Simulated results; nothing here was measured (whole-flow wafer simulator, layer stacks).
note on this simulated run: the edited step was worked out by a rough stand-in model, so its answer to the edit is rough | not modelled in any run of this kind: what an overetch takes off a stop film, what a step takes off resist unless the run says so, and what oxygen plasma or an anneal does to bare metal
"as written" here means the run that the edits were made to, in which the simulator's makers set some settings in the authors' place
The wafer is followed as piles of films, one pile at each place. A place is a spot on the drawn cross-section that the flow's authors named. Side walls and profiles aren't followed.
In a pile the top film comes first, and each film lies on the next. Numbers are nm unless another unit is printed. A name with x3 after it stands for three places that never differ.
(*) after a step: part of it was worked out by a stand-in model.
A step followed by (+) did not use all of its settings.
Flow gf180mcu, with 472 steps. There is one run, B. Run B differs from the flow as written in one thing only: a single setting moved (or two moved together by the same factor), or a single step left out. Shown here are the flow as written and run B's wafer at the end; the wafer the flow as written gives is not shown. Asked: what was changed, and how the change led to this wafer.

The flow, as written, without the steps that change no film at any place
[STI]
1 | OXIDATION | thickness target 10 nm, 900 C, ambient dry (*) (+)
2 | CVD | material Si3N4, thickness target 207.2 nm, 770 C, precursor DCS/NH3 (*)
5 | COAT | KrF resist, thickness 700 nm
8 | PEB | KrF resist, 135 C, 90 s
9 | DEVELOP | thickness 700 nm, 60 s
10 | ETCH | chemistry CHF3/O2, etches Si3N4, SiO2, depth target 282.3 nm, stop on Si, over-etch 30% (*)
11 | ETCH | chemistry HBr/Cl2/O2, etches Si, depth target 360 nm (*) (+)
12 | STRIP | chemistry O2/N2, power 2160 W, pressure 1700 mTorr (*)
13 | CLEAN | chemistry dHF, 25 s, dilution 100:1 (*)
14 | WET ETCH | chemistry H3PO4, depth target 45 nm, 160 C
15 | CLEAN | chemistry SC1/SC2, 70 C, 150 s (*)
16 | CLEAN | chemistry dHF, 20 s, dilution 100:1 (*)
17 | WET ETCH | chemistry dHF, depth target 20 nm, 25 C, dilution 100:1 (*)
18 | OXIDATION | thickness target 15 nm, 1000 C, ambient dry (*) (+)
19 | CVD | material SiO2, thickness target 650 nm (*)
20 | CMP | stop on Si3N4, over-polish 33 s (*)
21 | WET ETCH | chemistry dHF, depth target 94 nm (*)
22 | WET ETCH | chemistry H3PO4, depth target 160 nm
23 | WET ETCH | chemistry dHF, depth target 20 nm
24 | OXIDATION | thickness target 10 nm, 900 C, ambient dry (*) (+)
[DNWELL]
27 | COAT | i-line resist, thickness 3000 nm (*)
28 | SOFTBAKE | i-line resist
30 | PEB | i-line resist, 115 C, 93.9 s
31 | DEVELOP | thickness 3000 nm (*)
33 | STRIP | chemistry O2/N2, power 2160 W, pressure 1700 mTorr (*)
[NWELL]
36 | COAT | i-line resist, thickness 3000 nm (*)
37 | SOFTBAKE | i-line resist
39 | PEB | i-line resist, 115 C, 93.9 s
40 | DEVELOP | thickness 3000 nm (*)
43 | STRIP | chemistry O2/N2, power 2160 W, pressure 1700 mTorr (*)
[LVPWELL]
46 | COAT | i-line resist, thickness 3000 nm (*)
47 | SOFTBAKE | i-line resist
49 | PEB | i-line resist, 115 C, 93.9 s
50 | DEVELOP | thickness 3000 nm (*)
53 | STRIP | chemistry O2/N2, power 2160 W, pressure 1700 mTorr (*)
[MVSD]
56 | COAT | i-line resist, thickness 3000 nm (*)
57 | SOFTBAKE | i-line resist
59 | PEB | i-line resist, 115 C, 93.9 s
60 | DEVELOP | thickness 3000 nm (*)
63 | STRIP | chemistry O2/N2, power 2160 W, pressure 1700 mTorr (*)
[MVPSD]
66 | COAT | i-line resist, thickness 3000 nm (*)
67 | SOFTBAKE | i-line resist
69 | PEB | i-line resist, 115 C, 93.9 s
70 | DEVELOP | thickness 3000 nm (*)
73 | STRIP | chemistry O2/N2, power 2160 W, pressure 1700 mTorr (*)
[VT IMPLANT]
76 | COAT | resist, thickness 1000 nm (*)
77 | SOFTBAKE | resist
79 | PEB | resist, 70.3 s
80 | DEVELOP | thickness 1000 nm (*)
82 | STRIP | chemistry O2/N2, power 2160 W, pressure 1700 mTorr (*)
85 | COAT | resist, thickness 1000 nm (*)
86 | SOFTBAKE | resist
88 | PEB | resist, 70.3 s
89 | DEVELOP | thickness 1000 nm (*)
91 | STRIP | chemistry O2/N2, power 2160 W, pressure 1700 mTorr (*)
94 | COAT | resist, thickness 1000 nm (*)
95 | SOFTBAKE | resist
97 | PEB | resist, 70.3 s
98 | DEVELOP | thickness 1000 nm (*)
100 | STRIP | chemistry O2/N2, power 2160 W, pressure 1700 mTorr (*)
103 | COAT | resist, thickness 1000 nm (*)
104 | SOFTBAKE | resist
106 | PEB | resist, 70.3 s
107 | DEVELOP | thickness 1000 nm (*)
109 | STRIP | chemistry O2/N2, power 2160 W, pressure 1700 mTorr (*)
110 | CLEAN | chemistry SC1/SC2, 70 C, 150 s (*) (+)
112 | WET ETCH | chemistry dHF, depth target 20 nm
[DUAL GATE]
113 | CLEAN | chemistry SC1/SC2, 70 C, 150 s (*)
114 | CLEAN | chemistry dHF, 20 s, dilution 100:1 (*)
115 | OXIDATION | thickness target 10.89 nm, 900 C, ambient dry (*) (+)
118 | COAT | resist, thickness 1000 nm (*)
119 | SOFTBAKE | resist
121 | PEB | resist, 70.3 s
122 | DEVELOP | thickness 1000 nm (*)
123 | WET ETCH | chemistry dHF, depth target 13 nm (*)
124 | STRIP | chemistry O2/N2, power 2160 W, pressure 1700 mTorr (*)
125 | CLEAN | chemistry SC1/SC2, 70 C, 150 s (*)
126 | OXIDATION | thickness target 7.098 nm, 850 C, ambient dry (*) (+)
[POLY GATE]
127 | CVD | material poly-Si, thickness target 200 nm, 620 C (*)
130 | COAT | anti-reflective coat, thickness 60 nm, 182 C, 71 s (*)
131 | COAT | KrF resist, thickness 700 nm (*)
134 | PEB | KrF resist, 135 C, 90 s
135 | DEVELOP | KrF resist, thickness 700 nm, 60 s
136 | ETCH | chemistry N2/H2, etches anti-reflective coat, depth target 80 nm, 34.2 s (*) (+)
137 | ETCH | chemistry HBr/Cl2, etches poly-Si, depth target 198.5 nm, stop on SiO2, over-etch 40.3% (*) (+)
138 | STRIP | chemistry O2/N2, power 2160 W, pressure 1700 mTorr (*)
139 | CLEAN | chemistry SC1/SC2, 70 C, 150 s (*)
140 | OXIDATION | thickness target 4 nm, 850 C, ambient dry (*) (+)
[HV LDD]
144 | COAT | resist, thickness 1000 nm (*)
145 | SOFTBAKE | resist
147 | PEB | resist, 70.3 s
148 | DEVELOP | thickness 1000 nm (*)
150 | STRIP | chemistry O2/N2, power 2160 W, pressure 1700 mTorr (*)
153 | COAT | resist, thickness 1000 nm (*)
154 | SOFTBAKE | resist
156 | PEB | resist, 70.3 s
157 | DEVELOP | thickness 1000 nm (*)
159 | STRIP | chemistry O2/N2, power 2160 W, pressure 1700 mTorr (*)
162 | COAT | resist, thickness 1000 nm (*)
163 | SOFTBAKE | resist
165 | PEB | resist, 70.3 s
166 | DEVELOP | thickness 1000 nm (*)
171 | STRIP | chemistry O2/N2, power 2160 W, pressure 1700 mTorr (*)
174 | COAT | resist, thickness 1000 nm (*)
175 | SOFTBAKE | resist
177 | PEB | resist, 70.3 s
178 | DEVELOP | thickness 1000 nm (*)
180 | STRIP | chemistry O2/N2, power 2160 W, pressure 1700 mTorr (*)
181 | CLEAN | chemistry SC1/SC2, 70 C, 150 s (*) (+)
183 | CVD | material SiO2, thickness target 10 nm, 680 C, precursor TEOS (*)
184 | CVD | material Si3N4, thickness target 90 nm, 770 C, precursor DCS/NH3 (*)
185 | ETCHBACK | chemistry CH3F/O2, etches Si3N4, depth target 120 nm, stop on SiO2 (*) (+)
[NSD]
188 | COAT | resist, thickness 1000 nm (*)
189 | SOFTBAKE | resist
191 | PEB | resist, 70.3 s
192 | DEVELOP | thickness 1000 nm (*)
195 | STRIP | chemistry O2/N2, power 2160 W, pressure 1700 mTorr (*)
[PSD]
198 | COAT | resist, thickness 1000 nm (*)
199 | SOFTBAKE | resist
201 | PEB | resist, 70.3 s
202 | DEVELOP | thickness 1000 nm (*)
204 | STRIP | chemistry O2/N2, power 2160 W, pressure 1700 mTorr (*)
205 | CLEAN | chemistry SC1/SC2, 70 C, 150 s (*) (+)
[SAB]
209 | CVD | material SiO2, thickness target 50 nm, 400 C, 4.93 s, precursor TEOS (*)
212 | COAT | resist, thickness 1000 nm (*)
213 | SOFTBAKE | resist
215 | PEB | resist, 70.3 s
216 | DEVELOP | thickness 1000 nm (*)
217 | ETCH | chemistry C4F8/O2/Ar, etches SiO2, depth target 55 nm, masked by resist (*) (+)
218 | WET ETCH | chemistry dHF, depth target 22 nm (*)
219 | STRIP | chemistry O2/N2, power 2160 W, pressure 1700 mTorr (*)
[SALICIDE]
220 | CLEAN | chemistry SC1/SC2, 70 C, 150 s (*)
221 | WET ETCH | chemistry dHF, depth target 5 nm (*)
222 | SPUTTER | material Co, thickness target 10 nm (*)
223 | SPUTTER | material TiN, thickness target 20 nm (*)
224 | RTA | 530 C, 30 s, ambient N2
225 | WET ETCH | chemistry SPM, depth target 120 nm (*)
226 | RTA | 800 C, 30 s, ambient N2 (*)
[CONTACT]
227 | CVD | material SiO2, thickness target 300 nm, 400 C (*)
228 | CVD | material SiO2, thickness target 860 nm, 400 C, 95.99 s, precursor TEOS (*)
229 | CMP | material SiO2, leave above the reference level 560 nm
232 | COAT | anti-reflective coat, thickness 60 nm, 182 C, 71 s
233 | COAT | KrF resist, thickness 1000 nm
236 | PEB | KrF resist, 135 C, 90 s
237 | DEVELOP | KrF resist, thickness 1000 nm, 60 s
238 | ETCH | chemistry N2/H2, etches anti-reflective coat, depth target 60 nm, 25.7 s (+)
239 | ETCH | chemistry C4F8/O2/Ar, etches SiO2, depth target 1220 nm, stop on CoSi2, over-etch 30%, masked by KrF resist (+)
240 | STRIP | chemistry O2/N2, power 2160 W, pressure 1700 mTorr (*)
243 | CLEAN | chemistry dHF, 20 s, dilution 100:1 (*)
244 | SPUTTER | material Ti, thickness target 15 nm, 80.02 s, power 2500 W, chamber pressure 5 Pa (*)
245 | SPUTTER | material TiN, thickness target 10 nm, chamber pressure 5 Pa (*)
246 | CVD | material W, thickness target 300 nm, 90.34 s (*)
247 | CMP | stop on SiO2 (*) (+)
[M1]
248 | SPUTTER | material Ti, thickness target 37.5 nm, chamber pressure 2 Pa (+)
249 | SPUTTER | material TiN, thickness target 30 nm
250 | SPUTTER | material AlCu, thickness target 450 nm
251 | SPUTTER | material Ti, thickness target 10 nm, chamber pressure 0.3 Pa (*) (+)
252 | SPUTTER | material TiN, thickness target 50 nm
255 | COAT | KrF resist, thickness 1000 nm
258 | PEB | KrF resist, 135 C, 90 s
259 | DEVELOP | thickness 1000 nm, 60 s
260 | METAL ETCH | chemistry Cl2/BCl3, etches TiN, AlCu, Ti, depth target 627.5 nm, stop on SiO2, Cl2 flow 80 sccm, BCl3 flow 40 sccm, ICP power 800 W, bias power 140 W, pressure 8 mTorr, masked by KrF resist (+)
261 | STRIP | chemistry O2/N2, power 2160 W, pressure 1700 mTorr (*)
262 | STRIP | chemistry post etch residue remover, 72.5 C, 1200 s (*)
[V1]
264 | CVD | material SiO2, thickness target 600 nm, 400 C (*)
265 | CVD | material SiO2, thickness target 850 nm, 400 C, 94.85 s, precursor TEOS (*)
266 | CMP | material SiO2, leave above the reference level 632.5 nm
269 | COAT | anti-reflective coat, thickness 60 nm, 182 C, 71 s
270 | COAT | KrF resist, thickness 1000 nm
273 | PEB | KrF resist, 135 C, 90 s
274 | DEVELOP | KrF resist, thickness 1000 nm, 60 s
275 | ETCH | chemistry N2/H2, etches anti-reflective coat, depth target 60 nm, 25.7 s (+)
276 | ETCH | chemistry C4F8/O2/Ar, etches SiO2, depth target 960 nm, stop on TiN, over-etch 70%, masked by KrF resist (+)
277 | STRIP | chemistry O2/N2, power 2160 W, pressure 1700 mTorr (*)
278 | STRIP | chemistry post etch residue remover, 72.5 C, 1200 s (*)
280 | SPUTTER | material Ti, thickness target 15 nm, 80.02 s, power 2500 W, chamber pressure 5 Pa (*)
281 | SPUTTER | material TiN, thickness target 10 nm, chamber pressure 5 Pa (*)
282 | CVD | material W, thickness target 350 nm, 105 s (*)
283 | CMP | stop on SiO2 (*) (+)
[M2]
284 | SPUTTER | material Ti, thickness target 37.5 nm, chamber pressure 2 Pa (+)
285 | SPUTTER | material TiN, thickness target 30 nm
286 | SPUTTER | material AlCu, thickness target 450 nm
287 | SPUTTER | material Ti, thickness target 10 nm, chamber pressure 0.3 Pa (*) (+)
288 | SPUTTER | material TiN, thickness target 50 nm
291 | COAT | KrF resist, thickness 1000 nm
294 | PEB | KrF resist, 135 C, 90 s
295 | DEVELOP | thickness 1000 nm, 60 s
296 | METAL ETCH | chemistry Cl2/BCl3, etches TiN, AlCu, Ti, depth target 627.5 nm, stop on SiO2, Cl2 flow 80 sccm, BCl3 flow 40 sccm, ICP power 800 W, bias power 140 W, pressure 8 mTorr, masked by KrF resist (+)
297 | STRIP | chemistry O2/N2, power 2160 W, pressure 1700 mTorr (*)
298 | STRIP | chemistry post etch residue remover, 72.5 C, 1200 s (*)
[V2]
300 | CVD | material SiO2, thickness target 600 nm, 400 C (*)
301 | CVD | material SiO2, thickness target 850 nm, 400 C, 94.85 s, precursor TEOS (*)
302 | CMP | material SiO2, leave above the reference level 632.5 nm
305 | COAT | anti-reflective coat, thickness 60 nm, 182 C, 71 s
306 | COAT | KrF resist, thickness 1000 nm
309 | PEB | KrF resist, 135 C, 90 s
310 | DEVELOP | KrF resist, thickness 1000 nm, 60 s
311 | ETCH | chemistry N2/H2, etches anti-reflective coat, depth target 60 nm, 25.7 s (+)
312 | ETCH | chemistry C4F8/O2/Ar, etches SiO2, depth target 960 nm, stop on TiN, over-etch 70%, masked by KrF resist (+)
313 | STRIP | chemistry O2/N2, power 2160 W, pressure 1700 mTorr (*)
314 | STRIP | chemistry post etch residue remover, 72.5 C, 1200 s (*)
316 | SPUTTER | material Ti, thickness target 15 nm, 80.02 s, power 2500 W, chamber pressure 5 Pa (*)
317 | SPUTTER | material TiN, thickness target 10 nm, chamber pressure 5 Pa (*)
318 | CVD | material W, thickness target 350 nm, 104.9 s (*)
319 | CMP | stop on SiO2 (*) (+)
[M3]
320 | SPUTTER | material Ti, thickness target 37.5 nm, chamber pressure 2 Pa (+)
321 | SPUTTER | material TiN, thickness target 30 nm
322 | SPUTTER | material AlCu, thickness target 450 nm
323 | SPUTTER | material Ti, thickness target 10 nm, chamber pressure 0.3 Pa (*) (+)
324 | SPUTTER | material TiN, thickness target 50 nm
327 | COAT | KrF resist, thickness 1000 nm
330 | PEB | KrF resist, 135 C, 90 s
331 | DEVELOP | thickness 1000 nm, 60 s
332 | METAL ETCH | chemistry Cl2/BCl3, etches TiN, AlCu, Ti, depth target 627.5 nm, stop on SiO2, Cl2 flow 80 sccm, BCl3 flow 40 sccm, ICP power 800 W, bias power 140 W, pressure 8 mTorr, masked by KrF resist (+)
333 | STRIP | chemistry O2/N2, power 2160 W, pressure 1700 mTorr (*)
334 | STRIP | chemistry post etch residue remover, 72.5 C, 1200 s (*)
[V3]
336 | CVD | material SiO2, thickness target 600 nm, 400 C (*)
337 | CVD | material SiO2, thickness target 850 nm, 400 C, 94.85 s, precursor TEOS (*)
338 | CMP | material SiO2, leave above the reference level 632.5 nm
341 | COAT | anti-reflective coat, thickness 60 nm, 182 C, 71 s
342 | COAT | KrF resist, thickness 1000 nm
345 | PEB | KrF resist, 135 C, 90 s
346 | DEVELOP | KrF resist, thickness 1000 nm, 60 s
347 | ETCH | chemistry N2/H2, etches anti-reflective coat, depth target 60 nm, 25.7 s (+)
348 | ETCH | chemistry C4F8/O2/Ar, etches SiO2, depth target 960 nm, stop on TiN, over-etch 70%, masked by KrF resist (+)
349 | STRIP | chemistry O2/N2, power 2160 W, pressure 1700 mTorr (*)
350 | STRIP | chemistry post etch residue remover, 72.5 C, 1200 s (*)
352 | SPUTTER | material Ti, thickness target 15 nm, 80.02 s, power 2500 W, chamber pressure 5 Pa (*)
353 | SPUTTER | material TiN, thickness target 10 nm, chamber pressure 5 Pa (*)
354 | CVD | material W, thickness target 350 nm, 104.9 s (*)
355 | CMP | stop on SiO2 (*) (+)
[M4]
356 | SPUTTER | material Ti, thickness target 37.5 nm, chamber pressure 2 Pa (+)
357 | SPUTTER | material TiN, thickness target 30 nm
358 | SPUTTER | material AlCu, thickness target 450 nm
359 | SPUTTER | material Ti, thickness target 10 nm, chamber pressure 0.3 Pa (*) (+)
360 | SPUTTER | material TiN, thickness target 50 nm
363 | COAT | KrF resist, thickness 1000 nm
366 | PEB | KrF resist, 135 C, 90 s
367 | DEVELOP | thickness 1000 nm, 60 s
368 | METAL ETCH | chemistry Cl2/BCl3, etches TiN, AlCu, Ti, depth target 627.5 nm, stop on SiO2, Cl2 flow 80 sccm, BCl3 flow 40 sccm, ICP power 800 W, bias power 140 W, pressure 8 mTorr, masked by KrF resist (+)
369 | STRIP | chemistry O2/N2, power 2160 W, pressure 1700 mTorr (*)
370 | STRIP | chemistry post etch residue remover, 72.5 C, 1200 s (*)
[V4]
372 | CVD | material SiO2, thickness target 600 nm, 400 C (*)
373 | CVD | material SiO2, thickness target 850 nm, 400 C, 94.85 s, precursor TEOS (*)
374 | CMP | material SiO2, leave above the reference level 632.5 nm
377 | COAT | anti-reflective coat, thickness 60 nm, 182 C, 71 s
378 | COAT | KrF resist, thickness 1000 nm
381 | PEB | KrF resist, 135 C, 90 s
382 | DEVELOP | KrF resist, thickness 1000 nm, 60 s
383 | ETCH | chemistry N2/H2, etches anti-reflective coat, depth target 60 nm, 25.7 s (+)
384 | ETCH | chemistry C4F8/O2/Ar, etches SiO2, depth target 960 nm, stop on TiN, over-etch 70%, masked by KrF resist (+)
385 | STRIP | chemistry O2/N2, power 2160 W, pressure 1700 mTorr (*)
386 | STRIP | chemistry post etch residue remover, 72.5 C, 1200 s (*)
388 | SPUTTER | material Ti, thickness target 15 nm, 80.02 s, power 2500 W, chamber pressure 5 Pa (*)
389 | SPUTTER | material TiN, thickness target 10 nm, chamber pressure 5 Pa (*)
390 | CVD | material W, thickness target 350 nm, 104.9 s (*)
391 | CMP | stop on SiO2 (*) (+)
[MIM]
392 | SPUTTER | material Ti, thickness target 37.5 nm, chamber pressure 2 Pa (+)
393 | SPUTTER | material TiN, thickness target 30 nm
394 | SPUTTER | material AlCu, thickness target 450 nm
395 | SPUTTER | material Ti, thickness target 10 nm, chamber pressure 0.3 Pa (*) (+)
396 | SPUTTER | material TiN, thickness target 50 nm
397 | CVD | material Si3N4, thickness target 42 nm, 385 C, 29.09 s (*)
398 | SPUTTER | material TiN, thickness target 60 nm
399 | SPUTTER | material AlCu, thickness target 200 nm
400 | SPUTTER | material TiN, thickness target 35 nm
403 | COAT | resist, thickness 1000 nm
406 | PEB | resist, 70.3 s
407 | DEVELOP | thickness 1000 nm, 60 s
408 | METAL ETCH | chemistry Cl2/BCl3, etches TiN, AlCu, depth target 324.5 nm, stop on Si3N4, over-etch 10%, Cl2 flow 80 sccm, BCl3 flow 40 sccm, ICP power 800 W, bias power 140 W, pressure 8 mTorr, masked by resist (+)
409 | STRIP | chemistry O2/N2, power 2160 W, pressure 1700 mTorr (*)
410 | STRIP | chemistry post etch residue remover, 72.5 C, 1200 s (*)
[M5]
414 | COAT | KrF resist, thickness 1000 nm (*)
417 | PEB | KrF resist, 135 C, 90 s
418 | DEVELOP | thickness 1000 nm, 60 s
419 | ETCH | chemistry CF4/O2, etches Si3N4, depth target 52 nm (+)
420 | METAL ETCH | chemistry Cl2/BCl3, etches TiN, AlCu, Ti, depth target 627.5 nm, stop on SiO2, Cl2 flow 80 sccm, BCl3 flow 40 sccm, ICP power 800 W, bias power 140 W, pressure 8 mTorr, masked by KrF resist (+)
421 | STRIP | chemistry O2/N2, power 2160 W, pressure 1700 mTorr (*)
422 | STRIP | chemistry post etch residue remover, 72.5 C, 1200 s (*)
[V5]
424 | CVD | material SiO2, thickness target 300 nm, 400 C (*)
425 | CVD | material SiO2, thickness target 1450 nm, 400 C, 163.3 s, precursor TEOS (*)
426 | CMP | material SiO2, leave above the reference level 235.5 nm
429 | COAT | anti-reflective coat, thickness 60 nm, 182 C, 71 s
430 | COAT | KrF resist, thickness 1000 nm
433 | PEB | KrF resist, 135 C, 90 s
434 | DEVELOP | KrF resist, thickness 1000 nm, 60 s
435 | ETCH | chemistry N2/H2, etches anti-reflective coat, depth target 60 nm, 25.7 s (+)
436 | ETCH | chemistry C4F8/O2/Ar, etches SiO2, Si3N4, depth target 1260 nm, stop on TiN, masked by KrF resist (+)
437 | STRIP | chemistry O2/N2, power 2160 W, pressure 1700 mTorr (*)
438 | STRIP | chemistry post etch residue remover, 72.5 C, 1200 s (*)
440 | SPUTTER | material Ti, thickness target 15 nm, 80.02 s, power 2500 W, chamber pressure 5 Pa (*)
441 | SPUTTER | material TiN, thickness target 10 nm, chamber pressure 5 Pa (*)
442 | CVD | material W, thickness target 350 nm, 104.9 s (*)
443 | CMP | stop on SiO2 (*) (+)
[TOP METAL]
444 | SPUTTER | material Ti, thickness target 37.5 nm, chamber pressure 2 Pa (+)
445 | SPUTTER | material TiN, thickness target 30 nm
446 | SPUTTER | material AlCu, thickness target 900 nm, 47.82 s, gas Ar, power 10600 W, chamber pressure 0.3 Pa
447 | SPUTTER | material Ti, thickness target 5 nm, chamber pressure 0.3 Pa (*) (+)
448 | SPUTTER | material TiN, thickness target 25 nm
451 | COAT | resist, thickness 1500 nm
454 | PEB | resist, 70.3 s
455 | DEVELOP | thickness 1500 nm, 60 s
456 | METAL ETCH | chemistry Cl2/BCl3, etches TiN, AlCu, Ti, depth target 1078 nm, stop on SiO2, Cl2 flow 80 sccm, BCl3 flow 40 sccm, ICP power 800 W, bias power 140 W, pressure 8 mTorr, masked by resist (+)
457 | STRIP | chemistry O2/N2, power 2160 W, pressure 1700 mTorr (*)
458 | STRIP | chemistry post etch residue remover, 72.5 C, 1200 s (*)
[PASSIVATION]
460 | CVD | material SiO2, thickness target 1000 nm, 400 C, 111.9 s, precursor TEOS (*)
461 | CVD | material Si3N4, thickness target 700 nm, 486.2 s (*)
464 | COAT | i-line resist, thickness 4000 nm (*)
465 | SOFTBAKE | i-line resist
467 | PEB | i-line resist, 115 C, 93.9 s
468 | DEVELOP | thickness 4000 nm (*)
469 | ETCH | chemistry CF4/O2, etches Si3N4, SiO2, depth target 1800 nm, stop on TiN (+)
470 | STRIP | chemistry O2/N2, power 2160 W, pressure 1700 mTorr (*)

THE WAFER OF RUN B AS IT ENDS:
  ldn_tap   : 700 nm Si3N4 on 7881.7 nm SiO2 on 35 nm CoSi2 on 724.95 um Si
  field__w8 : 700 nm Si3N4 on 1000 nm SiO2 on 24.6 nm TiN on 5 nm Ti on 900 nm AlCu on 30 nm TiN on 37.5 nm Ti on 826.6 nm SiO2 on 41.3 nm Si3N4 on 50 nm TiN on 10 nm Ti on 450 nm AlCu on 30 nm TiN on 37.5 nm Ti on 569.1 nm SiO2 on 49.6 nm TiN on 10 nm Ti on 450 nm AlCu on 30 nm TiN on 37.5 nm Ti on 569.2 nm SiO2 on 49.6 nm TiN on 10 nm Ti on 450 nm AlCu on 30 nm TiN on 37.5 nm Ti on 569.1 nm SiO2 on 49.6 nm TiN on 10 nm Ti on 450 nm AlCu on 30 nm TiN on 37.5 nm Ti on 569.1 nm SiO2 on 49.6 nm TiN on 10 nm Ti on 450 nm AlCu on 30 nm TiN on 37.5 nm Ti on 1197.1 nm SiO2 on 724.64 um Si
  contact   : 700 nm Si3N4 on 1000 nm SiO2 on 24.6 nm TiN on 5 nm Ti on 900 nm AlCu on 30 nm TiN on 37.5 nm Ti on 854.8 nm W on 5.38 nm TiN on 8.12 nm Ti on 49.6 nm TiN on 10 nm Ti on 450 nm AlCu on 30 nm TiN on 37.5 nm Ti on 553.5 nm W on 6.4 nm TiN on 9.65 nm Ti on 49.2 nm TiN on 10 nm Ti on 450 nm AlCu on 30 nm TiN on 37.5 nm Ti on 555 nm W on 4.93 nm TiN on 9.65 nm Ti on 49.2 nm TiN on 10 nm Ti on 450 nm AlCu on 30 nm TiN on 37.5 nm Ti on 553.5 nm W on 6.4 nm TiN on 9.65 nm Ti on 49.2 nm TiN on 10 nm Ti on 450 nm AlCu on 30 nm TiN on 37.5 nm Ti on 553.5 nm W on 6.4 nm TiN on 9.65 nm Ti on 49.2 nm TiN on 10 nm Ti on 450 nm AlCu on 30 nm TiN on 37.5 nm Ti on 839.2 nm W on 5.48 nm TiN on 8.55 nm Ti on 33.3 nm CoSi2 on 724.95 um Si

What caused this: step 353, SPUTTER: thickness target 7.7 nm was run, while the flow as written has thickness target 10 nm.

How this came from the change, step by step:
  353 | SPUTTER | material TiN, thickness target 10 nm, chamber pressure 5 Pa (*)
      field, field__w1, field__w2 and 107 more: +7.7 TiN (new film) (as written it would have been: +10 TiN (new film))
      contact: +4.93 TiN (new film) (as written it would have been: +6.4 TiN (new film))
  355 | CMP | stop on SiO2 (*) (+)
      field, field__w1, field__w2 and 107 more: -350 W (all of it), -7.7 TiN (all of it), -15 Ti (all of it), -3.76 SiO2 (as written it would have been: -350 W (all of it), -10 TiN (all of it), -15 Ti (all of it), -3.78 SiO2)
